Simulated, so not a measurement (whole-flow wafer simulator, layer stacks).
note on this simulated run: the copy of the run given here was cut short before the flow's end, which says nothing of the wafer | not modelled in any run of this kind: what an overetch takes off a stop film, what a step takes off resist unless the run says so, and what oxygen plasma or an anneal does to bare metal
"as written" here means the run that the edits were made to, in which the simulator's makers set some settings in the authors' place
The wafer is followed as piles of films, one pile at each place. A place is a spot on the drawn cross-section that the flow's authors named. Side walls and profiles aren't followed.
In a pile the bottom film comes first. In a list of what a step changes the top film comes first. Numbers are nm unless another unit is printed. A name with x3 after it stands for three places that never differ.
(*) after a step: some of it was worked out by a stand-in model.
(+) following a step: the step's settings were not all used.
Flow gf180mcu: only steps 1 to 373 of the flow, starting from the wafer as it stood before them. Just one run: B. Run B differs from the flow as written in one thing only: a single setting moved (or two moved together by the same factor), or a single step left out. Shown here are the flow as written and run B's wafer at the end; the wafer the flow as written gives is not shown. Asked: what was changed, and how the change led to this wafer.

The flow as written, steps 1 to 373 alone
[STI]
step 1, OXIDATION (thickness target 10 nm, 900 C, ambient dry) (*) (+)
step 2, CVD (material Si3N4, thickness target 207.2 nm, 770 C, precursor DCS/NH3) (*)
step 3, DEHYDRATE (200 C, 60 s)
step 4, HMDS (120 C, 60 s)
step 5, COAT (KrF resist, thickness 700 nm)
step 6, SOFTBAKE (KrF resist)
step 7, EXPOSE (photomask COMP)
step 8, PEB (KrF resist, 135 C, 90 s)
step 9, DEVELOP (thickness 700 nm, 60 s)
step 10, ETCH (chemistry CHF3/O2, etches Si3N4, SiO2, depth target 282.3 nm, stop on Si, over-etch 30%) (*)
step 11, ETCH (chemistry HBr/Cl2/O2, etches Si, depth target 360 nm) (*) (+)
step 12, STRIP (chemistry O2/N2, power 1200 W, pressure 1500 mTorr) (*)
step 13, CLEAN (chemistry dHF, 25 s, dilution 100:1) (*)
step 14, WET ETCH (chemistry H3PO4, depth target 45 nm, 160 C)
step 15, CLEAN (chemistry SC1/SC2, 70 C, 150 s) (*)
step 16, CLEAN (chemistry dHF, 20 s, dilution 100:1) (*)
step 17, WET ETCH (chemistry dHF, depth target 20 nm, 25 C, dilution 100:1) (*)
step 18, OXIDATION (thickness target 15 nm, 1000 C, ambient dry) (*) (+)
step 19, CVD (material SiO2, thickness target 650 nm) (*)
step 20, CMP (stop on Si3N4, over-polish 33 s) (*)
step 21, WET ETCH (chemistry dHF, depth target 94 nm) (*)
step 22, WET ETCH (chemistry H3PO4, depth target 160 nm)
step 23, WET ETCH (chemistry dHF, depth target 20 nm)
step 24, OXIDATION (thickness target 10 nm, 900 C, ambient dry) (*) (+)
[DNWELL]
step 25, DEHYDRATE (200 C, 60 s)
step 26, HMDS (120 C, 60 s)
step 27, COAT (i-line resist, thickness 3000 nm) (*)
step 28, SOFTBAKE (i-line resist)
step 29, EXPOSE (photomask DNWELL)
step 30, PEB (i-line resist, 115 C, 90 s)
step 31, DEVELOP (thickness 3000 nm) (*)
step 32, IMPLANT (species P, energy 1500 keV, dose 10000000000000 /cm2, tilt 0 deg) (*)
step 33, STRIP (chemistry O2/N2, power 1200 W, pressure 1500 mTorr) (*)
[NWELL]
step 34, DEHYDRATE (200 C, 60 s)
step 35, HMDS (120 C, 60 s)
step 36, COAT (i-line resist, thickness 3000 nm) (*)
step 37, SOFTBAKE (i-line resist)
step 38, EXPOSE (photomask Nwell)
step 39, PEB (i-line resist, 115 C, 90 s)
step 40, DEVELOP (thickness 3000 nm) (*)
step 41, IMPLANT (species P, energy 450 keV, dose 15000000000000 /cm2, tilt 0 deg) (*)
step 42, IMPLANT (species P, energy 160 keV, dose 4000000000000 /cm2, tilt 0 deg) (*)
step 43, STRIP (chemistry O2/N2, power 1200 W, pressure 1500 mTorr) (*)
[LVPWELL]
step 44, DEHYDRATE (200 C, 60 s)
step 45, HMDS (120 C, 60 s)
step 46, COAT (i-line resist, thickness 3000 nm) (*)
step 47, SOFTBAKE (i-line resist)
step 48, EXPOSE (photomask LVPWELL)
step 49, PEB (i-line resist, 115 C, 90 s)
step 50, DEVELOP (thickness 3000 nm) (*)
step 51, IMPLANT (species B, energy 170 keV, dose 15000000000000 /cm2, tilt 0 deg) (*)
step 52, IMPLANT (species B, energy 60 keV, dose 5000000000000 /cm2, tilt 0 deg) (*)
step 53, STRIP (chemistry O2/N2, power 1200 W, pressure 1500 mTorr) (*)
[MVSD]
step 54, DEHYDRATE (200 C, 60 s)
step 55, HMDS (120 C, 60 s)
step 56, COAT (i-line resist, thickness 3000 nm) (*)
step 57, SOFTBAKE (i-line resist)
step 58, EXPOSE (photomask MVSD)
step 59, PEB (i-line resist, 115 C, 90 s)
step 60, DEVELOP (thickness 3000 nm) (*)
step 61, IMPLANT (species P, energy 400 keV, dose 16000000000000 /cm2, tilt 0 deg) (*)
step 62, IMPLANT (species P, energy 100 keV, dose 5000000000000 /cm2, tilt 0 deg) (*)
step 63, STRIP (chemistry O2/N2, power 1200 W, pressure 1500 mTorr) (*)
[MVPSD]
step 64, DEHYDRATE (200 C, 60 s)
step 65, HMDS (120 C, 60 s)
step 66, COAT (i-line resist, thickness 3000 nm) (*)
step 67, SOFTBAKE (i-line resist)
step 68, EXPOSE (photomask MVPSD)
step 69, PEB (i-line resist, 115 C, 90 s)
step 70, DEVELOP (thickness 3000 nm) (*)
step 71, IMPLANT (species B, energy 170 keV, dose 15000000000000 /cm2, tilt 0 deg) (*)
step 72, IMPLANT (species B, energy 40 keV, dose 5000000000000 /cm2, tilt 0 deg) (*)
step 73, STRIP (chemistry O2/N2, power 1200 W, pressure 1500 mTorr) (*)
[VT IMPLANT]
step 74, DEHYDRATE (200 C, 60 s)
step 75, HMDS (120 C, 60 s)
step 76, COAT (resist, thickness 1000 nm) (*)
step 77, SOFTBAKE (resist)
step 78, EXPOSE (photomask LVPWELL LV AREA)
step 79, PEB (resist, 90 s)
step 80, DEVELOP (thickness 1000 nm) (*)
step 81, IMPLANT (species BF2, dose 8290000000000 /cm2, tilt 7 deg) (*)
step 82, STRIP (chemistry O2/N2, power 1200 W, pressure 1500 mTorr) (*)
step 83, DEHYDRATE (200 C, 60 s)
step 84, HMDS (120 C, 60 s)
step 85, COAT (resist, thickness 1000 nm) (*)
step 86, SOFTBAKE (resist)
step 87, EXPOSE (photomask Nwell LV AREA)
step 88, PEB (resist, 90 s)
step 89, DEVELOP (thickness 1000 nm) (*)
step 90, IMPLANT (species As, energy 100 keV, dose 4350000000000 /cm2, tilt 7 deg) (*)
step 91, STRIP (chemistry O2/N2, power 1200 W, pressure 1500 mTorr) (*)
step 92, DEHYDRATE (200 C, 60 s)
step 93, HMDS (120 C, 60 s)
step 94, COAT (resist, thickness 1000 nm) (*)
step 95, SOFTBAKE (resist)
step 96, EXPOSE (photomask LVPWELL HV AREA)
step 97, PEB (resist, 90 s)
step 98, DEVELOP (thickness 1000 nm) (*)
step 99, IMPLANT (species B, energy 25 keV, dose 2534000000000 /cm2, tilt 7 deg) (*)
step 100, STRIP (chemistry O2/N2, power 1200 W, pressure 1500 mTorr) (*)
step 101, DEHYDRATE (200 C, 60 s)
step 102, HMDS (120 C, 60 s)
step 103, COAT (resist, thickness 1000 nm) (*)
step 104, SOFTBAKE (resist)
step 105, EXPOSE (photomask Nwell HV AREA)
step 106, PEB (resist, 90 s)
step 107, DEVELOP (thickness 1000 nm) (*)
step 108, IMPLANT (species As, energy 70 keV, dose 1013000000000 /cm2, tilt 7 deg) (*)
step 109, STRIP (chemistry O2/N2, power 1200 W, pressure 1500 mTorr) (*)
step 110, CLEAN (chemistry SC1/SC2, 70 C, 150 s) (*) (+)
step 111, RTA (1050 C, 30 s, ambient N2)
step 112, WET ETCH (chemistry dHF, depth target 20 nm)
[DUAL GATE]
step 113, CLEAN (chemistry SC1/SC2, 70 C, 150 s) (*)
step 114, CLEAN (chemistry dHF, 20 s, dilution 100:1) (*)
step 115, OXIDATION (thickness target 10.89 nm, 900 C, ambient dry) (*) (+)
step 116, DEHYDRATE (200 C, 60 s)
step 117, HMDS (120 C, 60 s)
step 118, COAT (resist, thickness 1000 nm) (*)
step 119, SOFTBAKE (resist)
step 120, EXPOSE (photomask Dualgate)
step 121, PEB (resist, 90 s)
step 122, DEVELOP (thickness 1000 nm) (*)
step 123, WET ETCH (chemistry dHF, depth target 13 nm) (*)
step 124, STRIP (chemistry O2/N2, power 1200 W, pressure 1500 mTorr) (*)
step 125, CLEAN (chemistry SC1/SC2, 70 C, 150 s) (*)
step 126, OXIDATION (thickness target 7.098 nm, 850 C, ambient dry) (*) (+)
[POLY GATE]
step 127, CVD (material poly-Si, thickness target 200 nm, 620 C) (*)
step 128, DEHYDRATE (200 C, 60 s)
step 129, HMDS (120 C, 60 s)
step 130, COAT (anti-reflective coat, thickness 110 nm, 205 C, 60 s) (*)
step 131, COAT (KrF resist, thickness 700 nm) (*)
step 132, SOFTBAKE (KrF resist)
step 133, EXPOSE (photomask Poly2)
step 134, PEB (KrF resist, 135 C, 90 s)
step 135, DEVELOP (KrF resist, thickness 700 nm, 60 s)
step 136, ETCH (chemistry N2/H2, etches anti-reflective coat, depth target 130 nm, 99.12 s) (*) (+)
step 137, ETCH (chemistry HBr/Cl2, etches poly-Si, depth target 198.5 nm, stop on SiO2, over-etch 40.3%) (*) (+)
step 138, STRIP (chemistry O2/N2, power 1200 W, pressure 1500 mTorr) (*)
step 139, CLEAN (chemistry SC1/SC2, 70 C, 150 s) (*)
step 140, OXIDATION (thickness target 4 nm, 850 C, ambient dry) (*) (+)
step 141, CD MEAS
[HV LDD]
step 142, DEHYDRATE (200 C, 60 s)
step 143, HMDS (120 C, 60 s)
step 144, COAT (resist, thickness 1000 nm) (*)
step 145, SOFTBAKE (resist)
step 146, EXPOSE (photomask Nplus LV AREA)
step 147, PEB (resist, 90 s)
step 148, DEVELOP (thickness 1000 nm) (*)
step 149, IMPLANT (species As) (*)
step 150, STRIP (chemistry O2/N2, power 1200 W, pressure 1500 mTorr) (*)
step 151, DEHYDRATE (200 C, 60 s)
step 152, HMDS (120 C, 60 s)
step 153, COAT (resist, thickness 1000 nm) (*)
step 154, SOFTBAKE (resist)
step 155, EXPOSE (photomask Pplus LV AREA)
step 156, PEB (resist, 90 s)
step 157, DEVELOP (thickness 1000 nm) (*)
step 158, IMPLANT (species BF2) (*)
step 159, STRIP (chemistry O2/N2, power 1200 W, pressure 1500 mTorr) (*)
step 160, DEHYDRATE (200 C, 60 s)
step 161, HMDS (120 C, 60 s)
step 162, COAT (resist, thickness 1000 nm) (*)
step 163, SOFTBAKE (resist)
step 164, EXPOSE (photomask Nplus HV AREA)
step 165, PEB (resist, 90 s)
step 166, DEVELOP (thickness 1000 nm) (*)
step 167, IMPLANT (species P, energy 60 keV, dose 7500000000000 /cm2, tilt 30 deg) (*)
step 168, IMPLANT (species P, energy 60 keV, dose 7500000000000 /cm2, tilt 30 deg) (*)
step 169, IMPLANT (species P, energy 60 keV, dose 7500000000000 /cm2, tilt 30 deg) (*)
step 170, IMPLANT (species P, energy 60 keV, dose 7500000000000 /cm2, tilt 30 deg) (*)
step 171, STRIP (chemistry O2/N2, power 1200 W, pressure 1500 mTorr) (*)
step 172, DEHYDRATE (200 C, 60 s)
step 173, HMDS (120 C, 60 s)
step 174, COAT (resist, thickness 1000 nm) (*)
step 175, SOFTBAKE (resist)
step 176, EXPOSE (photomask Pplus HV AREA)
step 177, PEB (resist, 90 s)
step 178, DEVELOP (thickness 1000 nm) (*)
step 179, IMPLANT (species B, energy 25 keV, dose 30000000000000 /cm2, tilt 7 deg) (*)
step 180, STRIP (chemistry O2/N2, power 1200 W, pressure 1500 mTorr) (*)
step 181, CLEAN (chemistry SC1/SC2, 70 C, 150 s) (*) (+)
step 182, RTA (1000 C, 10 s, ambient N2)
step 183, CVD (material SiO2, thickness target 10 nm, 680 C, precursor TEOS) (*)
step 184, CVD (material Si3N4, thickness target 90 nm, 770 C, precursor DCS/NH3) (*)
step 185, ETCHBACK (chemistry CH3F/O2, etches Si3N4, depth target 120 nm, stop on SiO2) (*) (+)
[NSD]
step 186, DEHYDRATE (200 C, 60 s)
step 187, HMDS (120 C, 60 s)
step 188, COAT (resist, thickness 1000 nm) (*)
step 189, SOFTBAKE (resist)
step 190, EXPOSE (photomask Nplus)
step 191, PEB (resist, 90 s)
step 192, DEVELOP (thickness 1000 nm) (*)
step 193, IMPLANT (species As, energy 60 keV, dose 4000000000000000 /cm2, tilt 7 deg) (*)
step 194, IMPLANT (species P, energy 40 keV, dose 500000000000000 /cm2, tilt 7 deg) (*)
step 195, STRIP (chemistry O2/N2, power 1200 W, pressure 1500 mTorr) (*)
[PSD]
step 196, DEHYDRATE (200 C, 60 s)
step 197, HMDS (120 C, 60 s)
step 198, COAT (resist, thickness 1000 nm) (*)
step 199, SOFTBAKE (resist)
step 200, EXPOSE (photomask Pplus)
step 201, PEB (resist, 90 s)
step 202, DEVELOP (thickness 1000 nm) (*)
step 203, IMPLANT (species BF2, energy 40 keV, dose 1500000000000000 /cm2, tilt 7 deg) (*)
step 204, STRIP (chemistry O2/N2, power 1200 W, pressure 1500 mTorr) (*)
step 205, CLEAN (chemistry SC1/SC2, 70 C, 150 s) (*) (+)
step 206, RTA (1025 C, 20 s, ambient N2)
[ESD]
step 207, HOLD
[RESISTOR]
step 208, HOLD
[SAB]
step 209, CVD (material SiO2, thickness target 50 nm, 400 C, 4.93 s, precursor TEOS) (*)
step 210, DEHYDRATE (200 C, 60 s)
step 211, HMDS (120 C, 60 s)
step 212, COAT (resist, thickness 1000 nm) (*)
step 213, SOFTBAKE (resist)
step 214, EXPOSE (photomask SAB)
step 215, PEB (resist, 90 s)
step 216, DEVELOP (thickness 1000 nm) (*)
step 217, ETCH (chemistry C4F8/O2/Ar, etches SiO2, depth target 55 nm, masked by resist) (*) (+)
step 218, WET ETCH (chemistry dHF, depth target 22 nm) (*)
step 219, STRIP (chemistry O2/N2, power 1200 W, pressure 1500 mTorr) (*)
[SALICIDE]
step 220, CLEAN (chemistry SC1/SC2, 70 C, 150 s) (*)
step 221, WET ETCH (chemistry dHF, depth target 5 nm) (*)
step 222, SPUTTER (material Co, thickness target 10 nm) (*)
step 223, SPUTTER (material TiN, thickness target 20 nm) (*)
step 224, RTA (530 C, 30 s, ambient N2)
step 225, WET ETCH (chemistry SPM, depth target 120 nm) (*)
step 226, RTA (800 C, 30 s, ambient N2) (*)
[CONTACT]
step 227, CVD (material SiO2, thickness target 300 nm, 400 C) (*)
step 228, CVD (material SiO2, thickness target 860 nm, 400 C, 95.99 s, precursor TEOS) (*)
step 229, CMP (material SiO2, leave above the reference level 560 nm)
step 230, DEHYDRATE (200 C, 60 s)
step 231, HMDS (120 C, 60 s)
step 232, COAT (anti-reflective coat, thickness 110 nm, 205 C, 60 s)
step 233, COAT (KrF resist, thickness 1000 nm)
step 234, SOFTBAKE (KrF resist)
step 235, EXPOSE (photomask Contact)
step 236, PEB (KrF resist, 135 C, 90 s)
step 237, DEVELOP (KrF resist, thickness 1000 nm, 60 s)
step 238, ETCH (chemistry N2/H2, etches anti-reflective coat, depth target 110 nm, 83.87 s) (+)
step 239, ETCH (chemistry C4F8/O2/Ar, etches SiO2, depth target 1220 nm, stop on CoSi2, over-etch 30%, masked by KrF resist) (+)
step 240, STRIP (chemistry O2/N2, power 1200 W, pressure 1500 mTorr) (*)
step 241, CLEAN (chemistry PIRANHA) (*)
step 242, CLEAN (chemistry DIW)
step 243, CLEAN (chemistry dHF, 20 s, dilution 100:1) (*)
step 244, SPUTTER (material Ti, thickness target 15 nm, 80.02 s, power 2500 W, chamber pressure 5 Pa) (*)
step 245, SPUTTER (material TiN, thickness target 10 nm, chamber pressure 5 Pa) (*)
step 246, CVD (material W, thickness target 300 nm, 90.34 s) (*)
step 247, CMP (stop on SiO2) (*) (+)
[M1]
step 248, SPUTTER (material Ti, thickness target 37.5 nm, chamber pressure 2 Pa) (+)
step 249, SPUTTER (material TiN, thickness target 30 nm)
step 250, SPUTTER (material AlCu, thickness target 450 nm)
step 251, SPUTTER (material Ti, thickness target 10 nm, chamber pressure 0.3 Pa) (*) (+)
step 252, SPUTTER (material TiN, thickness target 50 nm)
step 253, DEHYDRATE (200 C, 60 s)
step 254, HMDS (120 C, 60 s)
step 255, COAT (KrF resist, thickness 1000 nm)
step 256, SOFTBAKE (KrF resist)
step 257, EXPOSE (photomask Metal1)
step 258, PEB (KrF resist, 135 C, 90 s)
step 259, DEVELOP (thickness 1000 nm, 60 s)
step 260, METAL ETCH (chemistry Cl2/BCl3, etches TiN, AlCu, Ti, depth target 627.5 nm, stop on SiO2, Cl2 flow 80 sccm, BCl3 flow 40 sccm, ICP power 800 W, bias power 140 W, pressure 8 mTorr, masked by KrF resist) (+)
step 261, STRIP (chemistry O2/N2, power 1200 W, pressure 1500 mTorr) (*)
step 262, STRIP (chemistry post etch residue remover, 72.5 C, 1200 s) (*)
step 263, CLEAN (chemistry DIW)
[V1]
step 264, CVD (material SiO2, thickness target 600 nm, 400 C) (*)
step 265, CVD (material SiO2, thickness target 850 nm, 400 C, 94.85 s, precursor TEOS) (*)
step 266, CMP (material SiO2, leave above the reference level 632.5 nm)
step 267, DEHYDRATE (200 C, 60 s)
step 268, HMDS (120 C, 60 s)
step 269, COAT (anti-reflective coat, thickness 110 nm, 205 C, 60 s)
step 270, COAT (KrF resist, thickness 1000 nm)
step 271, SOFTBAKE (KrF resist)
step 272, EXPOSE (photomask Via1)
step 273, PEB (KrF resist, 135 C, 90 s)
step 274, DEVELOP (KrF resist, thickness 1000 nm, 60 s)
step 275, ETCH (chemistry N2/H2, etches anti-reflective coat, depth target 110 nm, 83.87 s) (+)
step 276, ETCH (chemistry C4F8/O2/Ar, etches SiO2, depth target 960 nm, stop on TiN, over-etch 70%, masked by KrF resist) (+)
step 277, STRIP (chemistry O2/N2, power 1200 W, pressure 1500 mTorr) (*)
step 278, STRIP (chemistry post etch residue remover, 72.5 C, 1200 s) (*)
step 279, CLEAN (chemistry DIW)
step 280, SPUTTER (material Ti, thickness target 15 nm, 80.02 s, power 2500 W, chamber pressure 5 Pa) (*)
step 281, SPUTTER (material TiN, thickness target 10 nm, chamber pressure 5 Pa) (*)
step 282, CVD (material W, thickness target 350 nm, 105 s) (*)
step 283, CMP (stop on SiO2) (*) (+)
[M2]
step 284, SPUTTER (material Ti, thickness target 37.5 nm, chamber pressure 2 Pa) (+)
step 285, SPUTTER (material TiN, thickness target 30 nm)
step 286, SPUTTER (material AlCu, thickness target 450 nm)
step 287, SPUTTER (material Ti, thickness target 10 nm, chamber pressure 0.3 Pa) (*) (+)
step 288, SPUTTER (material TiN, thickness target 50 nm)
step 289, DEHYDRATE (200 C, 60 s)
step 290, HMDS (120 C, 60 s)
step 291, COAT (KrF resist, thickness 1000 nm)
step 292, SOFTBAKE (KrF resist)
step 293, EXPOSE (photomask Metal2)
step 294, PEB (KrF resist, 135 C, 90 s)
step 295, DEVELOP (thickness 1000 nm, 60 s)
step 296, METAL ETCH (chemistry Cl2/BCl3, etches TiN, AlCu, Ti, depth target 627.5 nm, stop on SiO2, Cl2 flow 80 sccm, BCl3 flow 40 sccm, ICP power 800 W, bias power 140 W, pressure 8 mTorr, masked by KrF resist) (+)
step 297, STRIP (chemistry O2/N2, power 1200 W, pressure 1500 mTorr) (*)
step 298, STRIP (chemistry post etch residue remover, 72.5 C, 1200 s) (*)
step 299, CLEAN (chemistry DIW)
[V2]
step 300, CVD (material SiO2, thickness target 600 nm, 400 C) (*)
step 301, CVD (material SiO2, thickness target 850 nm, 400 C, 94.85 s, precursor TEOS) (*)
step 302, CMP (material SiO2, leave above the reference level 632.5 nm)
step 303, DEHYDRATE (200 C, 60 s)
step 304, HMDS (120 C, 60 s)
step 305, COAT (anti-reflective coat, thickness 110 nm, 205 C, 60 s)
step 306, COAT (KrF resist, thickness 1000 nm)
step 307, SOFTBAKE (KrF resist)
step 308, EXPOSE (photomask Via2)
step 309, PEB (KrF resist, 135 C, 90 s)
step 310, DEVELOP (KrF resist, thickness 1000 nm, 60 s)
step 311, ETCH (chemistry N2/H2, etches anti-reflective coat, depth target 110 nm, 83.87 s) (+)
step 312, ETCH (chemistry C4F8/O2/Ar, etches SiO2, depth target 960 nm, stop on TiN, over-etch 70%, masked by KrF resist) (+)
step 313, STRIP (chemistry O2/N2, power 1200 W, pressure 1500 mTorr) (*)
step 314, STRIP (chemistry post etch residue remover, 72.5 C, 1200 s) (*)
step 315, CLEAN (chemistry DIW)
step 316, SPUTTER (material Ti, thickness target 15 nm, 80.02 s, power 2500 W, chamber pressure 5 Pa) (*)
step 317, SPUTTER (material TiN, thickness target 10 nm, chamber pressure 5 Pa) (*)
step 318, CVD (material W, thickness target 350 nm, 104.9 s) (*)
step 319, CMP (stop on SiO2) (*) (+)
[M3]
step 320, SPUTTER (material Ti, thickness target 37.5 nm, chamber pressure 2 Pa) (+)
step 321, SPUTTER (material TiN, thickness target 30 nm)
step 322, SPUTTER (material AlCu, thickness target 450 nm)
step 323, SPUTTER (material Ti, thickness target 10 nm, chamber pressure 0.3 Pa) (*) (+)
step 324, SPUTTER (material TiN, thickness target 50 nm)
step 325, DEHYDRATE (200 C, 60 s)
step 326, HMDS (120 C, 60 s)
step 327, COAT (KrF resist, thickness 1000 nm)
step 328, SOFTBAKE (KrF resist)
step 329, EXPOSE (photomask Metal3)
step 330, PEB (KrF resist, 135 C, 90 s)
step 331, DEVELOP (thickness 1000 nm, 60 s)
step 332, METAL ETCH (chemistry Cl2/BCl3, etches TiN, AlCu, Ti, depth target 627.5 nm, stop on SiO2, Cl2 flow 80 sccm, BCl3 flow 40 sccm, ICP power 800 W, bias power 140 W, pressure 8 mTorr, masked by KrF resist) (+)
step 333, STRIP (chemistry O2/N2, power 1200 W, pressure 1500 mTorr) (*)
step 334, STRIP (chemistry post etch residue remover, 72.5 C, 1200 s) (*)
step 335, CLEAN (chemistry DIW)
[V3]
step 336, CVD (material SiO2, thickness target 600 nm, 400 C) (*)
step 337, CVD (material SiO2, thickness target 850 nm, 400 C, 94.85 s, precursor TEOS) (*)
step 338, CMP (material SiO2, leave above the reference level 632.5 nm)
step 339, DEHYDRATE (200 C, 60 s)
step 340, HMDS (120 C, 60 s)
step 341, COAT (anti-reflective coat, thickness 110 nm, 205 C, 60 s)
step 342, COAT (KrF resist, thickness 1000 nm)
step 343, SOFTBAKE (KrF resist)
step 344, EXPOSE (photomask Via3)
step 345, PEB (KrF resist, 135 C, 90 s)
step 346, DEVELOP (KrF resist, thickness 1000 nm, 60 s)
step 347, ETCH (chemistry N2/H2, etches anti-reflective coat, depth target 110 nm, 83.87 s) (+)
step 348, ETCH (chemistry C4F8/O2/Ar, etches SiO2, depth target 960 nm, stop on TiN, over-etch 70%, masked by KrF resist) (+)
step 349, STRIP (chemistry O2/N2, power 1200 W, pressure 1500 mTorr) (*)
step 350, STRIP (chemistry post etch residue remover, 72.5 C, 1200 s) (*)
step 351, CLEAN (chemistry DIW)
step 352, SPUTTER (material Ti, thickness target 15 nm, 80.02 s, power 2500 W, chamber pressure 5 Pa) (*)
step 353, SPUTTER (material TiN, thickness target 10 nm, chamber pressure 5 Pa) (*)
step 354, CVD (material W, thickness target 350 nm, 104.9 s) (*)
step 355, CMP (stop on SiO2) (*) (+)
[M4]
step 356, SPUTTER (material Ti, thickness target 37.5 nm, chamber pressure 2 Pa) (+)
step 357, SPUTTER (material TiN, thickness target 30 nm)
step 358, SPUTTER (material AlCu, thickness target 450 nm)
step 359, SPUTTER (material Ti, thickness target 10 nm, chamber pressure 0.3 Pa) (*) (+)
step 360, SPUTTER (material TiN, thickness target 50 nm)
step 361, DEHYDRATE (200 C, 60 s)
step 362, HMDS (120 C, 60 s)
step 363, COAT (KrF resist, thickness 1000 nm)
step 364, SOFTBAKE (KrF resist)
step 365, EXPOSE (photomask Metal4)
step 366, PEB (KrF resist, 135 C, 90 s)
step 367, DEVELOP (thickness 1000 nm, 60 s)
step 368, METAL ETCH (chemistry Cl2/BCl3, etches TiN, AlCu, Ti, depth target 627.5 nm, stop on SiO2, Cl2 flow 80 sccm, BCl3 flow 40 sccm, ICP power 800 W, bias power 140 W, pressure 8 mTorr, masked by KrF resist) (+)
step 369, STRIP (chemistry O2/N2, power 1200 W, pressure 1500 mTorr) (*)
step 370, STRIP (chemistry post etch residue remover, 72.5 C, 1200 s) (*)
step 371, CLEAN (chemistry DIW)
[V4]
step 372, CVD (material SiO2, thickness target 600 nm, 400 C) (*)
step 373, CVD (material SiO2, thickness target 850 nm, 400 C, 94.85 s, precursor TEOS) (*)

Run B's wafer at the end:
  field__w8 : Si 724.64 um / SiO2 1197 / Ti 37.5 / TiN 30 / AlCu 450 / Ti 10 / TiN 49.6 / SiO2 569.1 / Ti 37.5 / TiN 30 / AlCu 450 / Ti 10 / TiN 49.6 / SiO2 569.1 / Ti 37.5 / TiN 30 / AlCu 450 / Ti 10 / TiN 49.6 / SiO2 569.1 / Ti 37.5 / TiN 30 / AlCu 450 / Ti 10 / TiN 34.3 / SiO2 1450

Cause: step 360, SPUTTER: thickness target 34.7 nm was run, whereas the flow has thickness target 50 nm.

Step by step, how the change led to this:
  step 360, SPUTTER (material TiN, thickness target 50 nm)
      field, field__w1, field__w2 and 108 more: TiN gains 34.7 (new film) (it would be, as written: TiN gains 50 (new film))
  step 368, METAL ETCH (chemistry Cl2/BCl3, etches TiN, AlCu, Ti, depth target 627.5 nm, stop on SiO2, Cl2 flow 80 sccm, BCl3 flow 40 sccm, ICP power 800 W, bias power 140 W, pressure 8 mTorr, masked by KrF resist) (+)
      field, field__w1, field__w2 and 103 more: TiN loses 34.7 (all of it), Ti loses 10 (all of it), AlCu loses 450 (all of it), TiN loses 30 (all of it), Ti loses 37.5 (all of it) (it would be, as written: TiN loses 50 (all of it), Ti loses 10 (all of it), AlCu loses 450 (all of it), TiN loses 30 (all of it), Ti loses 37.5 (all of it))
